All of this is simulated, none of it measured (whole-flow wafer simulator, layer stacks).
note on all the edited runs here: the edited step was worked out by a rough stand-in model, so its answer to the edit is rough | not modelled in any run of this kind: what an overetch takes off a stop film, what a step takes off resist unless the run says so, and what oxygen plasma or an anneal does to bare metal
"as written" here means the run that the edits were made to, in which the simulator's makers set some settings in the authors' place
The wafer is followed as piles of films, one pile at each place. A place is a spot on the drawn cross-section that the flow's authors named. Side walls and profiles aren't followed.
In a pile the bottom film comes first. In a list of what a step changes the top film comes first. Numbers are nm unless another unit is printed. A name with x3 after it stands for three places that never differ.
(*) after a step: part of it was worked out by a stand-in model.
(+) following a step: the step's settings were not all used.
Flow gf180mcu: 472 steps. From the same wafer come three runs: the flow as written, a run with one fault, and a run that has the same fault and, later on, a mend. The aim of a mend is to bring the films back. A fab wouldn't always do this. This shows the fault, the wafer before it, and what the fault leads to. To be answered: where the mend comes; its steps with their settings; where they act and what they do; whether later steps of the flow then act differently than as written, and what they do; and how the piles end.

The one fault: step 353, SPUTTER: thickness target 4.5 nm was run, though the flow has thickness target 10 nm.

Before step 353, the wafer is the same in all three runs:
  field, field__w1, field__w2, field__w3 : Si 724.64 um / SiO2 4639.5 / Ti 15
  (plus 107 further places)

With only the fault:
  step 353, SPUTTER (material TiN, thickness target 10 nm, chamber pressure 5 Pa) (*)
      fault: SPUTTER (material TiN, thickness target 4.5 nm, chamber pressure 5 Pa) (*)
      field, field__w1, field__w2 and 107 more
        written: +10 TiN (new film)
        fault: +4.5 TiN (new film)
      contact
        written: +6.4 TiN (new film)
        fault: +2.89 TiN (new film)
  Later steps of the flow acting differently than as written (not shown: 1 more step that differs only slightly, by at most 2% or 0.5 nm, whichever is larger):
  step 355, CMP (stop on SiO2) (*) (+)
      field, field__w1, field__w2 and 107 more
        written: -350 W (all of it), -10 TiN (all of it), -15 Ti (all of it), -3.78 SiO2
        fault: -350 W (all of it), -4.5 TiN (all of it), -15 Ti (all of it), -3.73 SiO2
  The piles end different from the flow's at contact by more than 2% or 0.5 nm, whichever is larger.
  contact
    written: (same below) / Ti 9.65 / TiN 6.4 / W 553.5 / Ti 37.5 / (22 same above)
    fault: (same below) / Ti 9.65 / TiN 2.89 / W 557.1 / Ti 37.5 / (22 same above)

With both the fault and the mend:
  The mend stands after step 353.
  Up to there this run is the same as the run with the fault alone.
  step 353a, SPUTTER (material TiN, thickness target 5.5 nm, chamber pressure 5 Pa) (*) (a further turn of the flow's step 353, with different settings)
      field, field__w1, field__w2 and 107 more
        +5.5 TiN
      contact
        +3.52 TiN
  None of the later steps of the flow acts differently than as written at any place that is followed.
  The piles end the same as the flow's at every place that both follow.
